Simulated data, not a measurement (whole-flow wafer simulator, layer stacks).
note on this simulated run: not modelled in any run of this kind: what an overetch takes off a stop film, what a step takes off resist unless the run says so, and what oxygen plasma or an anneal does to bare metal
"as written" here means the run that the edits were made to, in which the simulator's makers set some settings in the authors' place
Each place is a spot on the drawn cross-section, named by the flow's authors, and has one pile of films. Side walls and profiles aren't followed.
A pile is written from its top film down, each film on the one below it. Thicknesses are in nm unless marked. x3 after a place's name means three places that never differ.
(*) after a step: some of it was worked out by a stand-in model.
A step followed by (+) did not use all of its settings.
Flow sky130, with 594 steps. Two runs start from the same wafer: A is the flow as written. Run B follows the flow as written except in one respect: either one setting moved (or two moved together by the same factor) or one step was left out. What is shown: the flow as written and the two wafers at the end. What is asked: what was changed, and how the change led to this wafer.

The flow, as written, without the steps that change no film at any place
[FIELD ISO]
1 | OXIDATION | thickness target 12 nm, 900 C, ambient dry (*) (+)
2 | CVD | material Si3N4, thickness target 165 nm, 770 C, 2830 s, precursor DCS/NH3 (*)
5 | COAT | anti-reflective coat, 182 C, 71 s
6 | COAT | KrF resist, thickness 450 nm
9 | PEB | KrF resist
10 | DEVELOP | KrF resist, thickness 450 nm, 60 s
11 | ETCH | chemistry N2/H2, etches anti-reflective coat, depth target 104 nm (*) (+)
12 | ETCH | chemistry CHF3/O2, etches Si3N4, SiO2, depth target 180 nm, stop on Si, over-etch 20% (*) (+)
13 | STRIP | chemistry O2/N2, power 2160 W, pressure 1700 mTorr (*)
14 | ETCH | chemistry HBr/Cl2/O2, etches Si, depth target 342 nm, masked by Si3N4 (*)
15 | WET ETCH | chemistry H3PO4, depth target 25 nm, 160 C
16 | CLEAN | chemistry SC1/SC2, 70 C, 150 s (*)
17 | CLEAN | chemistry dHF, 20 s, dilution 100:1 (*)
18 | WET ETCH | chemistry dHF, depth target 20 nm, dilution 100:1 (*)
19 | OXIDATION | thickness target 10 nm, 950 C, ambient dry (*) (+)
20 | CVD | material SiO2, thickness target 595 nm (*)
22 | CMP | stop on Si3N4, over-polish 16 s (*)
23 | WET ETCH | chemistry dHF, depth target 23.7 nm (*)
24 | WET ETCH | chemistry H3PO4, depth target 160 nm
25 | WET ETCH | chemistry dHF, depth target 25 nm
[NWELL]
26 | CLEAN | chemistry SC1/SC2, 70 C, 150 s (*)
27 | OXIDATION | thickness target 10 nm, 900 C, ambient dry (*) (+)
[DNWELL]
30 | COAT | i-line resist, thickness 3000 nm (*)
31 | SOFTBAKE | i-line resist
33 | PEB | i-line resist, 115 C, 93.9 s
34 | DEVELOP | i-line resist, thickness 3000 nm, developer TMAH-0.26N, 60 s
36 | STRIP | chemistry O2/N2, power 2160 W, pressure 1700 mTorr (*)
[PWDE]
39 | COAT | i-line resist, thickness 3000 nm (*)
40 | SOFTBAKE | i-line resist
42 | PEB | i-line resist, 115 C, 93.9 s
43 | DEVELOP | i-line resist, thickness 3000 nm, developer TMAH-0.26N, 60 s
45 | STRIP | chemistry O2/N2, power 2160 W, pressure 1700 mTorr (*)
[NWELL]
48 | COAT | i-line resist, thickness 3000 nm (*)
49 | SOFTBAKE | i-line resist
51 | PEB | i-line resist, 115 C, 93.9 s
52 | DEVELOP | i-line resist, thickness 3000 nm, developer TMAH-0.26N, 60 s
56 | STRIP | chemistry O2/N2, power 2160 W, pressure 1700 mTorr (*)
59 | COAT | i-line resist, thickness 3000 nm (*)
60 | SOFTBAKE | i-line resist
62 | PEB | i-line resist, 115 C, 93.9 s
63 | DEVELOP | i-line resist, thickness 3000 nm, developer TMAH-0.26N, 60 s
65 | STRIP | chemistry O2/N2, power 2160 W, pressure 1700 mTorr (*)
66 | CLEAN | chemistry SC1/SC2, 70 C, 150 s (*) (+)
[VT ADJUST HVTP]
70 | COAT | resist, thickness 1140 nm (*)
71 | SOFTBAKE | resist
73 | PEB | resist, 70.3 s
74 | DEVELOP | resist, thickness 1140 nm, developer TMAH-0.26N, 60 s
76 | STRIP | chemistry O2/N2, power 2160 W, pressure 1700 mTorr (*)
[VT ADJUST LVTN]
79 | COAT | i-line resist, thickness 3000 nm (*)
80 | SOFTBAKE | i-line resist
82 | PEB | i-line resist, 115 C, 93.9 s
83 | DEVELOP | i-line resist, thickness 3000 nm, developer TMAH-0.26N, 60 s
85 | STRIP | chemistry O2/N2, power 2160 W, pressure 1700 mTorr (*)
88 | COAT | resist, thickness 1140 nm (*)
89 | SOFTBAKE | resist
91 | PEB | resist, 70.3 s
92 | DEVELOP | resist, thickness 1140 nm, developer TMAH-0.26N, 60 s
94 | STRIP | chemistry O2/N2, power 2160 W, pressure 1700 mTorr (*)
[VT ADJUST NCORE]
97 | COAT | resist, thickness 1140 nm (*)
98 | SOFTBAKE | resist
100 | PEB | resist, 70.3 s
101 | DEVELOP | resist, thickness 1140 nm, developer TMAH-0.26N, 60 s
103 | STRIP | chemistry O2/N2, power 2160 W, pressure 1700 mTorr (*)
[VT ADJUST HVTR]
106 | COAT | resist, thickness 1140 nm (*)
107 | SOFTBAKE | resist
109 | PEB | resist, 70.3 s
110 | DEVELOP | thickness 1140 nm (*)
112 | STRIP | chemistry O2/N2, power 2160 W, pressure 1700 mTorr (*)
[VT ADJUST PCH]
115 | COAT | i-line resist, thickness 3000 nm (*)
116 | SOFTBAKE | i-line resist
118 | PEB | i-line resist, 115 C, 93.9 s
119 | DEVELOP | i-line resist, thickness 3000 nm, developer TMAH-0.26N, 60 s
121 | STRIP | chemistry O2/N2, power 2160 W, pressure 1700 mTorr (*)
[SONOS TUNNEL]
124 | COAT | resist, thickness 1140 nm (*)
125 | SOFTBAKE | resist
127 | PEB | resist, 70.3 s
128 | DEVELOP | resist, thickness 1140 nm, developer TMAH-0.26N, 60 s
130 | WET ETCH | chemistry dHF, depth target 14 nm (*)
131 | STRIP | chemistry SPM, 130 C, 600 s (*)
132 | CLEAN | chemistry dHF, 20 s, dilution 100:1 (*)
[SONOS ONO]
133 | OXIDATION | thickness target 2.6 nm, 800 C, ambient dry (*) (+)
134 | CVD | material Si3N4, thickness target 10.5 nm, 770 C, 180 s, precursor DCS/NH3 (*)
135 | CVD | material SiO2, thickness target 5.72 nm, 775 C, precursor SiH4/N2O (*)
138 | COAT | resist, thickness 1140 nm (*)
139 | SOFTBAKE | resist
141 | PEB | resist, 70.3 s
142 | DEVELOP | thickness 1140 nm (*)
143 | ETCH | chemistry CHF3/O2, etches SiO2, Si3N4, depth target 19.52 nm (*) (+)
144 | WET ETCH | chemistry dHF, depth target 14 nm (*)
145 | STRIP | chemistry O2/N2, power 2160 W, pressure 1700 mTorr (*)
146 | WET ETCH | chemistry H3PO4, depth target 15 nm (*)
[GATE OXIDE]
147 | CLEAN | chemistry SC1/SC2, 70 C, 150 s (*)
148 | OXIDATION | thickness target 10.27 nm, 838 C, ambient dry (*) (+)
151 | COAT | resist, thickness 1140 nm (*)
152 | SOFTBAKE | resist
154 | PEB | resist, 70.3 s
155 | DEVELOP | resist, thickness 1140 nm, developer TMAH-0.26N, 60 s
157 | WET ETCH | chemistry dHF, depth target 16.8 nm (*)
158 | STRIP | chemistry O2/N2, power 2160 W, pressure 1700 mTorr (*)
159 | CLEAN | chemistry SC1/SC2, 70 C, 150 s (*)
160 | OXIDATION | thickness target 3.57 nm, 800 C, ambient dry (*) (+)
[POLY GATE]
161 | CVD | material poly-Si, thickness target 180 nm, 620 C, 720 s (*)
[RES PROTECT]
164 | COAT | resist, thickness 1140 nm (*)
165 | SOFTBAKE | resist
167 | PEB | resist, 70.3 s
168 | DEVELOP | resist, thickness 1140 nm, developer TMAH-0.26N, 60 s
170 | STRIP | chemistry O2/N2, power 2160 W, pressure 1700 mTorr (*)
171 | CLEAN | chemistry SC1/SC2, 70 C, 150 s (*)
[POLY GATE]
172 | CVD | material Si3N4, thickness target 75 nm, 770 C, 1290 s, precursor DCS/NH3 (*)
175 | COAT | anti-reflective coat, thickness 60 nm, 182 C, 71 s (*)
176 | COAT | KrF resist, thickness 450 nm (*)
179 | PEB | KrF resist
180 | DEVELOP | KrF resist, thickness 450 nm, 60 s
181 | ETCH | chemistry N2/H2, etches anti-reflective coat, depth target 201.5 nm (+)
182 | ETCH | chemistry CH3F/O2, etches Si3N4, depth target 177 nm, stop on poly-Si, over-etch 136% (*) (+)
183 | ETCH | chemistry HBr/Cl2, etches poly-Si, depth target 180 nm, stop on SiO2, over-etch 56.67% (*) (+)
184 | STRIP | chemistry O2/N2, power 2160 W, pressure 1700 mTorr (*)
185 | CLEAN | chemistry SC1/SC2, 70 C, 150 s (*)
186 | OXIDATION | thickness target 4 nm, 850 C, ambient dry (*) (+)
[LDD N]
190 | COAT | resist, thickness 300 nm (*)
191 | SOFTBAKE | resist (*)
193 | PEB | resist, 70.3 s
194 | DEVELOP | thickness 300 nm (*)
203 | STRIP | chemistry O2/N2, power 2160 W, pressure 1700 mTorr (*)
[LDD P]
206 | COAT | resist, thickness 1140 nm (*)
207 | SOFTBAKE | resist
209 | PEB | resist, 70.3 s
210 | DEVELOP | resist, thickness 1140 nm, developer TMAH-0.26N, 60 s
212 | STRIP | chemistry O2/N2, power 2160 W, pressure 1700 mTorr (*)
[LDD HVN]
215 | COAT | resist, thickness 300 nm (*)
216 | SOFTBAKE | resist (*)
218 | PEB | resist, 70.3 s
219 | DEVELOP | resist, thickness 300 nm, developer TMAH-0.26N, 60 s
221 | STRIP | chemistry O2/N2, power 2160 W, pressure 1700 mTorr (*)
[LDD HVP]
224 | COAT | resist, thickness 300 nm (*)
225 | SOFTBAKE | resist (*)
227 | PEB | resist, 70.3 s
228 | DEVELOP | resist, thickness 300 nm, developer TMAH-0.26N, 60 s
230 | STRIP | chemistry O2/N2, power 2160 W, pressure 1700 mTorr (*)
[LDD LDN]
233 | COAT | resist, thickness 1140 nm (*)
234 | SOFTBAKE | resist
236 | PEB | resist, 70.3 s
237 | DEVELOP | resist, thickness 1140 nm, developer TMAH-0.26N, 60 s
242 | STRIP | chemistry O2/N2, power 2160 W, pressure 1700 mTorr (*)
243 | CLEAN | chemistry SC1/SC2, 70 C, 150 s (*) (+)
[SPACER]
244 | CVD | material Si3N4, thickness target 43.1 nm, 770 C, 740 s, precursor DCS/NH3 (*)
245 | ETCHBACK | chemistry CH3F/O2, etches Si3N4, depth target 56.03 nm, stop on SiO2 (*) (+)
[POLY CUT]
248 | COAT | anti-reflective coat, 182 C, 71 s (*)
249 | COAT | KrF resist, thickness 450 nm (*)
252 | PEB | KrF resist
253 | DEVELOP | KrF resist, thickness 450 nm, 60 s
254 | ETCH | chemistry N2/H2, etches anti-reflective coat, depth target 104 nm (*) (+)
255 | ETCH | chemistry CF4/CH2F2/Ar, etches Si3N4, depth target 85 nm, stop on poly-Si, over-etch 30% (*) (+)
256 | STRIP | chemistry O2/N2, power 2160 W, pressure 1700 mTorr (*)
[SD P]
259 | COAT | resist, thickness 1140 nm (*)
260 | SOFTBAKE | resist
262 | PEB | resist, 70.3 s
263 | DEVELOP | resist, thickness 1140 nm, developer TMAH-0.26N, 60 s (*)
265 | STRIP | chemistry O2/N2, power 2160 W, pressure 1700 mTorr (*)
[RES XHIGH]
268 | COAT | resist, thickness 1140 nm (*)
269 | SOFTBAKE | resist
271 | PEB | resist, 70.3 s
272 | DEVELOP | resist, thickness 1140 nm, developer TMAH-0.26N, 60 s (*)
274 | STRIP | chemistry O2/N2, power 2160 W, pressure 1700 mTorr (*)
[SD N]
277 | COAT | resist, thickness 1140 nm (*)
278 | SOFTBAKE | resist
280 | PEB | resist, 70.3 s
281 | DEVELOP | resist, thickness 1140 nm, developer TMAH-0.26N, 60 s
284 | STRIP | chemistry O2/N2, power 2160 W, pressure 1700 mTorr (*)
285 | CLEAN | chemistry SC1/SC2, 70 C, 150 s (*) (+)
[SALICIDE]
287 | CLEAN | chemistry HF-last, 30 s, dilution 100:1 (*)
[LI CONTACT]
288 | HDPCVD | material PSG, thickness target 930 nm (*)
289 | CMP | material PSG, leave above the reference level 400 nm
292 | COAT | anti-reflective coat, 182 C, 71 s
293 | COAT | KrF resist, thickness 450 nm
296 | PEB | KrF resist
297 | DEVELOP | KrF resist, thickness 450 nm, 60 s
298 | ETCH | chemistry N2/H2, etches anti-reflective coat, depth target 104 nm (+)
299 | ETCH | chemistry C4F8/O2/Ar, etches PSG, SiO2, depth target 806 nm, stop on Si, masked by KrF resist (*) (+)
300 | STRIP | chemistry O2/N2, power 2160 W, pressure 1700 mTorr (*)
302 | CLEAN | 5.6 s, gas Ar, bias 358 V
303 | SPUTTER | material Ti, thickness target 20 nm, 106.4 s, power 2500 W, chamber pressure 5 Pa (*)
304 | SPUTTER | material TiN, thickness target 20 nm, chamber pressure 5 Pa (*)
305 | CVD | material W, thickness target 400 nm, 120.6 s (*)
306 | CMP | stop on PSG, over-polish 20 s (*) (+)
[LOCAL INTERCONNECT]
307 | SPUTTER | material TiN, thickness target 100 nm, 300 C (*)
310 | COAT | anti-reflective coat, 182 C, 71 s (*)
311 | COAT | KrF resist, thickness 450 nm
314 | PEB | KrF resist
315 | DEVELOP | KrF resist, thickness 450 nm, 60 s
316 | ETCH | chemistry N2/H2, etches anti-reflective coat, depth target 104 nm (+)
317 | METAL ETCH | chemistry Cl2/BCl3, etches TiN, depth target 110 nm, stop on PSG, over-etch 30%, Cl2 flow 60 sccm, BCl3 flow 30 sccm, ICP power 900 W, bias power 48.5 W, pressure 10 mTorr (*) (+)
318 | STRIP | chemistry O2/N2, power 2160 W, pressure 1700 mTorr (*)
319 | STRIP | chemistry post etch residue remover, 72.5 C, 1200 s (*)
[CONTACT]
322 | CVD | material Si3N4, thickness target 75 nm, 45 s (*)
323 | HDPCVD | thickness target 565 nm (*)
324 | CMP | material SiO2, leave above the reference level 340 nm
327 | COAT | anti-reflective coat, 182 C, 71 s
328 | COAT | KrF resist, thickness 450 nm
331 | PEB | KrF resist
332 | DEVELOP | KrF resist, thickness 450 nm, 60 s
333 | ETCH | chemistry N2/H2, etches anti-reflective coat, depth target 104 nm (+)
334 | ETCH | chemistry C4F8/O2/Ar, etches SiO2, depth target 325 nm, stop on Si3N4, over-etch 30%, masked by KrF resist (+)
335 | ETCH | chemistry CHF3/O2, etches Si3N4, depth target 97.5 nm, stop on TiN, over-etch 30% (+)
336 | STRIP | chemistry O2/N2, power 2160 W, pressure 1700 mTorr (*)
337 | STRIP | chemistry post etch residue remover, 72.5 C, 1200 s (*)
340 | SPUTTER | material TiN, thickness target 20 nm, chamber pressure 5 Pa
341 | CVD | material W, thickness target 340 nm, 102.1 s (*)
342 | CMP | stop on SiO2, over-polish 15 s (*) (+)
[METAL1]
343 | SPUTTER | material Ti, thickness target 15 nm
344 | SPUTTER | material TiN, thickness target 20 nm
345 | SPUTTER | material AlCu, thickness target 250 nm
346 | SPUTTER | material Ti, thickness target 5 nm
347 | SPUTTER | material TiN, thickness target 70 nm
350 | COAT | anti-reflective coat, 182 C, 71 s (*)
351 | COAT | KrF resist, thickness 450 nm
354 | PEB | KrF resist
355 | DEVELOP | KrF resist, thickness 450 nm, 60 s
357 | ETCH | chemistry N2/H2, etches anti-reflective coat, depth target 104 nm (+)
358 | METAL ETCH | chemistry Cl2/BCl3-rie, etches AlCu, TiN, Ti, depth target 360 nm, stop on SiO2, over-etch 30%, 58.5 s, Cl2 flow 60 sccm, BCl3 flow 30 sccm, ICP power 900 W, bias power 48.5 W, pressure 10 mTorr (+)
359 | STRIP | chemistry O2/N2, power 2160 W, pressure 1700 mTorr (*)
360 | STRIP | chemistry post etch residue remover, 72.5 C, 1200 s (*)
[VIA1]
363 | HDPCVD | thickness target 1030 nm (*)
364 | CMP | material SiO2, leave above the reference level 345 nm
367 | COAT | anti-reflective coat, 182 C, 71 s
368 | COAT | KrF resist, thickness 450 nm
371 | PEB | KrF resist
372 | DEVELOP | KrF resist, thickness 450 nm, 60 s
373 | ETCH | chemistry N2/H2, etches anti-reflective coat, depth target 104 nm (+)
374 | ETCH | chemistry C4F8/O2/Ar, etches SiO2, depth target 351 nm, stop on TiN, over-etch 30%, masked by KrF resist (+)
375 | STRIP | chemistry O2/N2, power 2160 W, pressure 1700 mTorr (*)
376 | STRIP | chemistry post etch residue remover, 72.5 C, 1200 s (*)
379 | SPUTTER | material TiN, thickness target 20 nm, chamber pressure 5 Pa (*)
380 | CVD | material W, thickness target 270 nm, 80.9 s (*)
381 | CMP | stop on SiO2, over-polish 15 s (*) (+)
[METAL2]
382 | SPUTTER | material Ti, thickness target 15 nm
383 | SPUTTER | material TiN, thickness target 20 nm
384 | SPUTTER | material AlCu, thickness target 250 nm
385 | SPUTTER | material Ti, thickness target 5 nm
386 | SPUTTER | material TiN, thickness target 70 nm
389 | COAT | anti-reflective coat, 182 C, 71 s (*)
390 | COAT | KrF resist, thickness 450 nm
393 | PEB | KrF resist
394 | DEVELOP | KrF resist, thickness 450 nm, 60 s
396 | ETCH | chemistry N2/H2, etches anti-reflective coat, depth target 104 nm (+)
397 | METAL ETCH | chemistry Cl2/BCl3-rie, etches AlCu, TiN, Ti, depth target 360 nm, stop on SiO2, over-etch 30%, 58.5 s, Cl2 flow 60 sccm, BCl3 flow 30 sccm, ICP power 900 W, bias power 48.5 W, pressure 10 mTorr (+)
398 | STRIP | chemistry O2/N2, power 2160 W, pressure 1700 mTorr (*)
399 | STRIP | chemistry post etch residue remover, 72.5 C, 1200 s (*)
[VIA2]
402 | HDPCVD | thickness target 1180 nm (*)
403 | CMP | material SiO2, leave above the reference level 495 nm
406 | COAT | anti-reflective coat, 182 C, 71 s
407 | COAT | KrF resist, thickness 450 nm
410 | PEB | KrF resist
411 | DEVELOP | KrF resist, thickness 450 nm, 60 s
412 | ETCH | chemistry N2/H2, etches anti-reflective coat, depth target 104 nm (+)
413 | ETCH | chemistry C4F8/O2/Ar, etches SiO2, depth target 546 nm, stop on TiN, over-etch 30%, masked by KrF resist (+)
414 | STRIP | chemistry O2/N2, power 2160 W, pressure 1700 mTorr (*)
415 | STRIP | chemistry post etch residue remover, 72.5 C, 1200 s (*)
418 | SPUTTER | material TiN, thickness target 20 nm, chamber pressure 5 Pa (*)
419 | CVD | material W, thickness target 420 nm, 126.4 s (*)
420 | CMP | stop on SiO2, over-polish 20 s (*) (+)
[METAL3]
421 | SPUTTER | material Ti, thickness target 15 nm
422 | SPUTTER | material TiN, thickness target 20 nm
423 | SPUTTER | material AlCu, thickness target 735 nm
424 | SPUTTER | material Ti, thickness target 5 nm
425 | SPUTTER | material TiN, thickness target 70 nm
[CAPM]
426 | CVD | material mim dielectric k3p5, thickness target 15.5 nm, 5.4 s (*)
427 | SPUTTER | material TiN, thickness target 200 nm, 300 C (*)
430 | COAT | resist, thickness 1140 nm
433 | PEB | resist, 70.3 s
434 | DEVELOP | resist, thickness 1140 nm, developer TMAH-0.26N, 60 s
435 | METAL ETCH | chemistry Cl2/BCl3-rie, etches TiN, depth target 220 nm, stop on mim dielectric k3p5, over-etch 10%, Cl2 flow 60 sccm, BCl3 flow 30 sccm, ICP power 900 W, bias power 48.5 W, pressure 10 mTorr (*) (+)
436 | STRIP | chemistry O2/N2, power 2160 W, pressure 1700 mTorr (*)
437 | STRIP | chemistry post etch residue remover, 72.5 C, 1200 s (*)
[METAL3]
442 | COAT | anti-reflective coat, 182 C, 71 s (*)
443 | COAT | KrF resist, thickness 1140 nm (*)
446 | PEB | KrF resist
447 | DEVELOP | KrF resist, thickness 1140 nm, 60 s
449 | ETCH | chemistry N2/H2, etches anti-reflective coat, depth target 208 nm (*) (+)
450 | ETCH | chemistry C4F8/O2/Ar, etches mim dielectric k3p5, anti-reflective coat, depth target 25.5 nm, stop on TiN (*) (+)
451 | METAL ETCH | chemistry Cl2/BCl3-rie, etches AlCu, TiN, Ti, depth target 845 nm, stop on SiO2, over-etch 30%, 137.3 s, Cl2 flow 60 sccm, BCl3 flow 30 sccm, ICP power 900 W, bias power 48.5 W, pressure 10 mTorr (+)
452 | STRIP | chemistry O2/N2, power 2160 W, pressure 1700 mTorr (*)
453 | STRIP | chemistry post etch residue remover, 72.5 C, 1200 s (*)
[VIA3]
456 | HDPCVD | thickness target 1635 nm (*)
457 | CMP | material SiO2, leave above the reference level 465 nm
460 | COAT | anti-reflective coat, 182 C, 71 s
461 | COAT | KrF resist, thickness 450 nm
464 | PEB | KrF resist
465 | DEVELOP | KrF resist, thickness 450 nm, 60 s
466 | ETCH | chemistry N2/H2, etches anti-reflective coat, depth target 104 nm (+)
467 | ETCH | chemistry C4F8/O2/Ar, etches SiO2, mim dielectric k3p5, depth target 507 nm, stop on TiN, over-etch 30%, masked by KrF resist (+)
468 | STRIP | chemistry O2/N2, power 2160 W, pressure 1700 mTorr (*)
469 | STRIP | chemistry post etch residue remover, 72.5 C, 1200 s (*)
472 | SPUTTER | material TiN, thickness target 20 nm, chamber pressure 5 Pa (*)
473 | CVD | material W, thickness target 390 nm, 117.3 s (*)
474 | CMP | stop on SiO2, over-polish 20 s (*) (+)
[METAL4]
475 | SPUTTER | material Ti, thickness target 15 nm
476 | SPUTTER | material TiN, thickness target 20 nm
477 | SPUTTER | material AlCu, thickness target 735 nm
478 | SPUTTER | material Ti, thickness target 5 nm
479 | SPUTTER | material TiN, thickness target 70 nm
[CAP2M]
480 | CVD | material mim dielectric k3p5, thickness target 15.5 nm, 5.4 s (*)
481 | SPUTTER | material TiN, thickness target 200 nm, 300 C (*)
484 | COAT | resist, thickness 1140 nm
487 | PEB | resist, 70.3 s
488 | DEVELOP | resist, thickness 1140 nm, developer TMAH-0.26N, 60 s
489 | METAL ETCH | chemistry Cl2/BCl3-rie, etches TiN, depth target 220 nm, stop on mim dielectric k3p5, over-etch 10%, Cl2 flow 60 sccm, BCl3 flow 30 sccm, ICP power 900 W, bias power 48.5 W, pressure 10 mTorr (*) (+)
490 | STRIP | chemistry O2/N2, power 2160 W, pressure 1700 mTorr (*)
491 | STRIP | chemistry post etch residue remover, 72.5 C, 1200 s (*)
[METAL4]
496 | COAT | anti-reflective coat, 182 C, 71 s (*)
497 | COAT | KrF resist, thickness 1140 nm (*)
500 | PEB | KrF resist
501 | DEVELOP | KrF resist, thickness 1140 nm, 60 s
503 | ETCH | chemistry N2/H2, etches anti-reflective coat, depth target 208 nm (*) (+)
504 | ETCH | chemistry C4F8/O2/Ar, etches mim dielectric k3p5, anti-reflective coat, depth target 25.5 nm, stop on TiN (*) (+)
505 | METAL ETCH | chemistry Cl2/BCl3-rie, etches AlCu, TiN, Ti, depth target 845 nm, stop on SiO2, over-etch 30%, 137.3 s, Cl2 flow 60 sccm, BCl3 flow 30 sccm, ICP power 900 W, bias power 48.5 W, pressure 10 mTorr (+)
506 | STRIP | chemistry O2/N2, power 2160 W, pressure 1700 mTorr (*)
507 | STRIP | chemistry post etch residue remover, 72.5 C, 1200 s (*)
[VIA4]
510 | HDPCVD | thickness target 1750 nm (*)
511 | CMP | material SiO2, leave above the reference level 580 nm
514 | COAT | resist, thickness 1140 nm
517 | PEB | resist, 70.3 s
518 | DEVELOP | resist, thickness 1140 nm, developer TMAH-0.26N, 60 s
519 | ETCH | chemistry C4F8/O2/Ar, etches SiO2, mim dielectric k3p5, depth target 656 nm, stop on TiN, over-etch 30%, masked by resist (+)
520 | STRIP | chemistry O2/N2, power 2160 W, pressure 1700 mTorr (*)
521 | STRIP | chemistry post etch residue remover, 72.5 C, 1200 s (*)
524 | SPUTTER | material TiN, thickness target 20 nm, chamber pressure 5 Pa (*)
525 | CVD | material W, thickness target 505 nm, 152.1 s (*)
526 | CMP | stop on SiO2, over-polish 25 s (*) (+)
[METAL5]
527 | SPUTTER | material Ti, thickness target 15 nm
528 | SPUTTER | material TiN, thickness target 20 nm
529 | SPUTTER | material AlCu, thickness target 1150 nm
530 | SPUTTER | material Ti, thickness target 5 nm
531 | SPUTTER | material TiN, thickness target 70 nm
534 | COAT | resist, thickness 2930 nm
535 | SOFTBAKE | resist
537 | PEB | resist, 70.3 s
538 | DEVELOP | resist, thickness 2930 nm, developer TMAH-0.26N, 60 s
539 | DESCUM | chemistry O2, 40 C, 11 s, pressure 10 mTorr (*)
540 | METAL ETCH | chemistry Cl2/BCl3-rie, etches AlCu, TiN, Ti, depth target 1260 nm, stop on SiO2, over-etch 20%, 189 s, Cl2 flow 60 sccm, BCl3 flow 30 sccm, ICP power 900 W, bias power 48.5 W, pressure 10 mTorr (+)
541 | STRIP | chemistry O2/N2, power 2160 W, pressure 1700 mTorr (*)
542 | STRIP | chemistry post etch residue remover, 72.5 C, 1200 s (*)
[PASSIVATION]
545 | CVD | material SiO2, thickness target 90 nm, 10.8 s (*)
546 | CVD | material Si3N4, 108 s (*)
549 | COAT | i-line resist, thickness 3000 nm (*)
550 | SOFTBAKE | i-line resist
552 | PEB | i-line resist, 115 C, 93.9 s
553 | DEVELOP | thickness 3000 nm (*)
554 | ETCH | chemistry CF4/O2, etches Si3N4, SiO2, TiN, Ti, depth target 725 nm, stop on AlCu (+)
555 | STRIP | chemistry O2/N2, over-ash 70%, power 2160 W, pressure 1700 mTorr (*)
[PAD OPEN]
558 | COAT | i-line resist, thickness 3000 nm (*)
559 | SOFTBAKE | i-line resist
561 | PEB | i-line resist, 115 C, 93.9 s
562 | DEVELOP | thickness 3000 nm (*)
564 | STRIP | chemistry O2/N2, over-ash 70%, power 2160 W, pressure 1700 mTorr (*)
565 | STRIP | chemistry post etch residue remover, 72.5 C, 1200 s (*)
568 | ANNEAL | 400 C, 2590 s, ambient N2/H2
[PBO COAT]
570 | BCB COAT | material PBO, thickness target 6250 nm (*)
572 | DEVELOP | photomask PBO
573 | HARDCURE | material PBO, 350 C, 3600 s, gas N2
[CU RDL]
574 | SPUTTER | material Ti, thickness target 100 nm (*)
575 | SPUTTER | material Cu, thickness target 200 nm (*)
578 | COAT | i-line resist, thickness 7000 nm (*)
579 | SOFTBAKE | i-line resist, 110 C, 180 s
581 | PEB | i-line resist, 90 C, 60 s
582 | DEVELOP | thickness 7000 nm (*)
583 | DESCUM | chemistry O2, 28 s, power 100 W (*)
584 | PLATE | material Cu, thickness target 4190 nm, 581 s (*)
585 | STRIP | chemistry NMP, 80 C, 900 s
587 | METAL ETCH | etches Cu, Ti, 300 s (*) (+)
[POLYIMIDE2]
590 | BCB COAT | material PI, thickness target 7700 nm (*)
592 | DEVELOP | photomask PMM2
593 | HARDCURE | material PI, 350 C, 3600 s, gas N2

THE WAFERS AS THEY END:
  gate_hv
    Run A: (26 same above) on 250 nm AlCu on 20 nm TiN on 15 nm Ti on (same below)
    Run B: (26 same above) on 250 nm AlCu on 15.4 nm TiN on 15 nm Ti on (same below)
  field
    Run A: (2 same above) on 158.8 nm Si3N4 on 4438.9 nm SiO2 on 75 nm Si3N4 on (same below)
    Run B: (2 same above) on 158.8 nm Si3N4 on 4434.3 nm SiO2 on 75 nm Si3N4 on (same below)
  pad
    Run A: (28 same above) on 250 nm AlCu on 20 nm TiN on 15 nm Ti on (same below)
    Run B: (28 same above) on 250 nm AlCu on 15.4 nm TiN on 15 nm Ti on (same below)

What caused this: step 344, SPUTTER: thickness target 15.4 nm was run, whereas the flow has thickness target 20 nm.
One can read it off the wafer: gate_hv has TiN 15.4, and step 344 as written asks for 20 nm.

Step by step, how the change led to this:
  344 | SPUTTER | material TiN, thickness target 20 nm
      field, active, n_well and 188 more: A +20 TiN (new film) | B +15.4 TiN (new film)
  358 | METAL ETCH | chemistry Cl2/BCl3-rie, etches AlCu, TiN, Ti, depth target 360 nm, stop on SiO2, over-etch 30%, 58.5 s, Cl2 flow 60 sccm, BCl3 flow 30 sccm, ICP power 900 W, bias power 48.5 W, pressure 10 mTorr (+)
      field, active, gate and 81 more: A -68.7 TiN (all of it), -5 Ti (all of it), -250 AlCu (all of it), -20 TiN (all of it), -15 Ti (all of it), -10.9 SiO2 | B -68.7 TiN (all of it), -5 Ti (all of it), -250 AlCu (all of it), -15.4 TiN (all of it), -15 Ti (all of it), -11.4 SiO2
